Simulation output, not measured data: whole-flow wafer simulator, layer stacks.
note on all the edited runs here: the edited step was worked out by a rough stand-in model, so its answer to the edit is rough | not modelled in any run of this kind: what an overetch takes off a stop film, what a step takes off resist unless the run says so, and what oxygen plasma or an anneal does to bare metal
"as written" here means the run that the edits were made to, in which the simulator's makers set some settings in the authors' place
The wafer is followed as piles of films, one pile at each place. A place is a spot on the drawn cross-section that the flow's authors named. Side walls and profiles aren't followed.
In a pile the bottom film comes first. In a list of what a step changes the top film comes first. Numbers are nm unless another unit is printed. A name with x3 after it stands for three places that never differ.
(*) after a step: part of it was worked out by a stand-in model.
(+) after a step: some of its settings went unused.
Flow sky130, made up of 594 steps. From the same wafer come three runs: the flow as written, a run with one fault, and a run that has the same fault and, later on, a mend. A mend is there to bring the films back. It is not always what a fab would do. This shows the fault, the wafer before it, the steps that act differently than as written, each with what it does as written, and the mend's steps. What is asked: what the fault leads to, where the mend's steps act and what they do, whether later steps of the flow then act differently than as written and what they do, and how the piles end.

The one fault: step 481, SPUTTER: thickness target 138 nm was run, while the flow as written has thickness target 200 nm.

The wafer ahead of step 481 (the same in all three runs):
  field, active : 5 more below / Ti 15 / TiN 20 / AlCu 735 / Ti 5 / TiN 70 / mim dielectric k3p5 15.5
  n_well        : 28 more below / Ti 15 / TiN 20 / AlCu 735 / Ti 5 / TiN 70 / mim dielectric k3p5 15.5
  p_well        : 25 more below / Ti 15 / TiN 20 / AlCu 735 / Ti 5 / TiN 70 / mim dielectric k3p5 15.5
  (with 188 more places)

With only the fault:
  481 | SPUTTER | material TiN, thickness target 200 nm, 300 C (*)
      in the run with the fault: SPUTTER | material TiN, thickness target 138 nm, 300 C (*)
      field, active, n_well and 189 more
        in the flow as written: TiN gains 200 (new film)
        in the run with the fault: TiN gains 138 (new film)
  Later steps of the flow acting differently than as written (4 more steps, not shown, differ only slightly: by at most 2% or 0.5 nm, whichever is larger):
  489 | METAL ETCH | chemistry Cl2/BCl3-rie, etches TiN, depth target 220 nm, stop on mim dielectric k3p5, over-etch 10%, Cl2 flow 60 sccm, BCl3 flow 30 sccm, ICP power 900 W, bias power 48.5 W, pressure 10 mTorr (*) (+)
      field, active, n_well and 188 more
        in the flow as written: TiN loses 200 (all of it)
        in the run with the fault: TiN loses 138 (all of it)
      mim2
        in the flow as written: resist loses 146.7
        in the run with the fault: resist loses 101.2
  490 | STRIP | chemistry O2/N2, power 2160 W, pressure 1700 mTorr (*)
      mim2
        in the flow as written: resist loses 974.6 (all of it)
        in the run with the fault: resist loses 1020.1 (all of it)
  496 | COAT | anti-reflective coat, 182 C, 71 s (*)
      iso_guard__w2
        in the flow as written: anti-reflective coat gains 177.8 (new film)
        in the run with the fault: anti-reflective coat gains 137.2 (new film)
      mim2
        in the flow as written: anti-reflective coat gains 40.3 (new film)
        in the run with the fault: anti-reflective coat gains 29.8 (new film)
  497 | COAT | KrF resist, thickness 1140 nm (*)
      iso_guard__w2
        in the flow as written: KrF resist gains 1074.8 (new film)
        in the run with the fault: KrF resist gains 1102 (new film)
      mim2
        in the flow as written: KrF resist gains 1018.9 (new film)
        in the run with the fault: KrF resist gains 1074.9 (new film)
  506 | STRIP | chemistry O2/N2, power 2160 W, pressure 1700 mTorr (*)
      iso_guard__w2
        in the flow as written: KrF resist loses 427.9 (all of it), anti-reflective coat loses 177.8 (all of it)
        in the run with the fault: KrF resist loses 455 (all of it), anti-reflective coat loses 137.2 (all of it)
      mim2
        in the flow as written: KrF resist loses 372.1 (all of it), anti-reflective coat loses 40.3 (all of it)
        in the run with the fault: KrF resist loses 428 (all of it), anti-reflective coat loses 29.8 (all of it)
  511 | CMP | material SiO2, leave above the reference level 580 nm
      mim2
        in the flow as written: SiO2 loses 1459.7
        in the run with the fault: SiO2 loses 1397.7
  By the end, the piles at mim2 depart from the flow's by more than 2% or 0.5 nm, whichever is larger.
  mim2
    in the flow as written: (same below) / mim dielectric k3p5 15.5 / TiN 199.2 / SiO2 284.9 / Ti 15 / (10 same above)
    in the run with the fault: (same below) / mim dielectric k3p5 15.5 / TiN 137.2 / SiO2 346.9 / Ti 15 / (10 same above)

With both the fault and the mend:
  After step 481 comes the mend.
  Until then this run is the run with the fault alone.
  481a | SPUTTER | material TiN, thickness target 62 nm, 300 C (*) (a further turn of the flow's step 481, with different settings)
      field, active, n_well and 189 more
        TiN gains 62
  Later steps of the flow that are run all act as written at every place that is followed.
  By the end, the piles equal the flow's at every place that both follow.
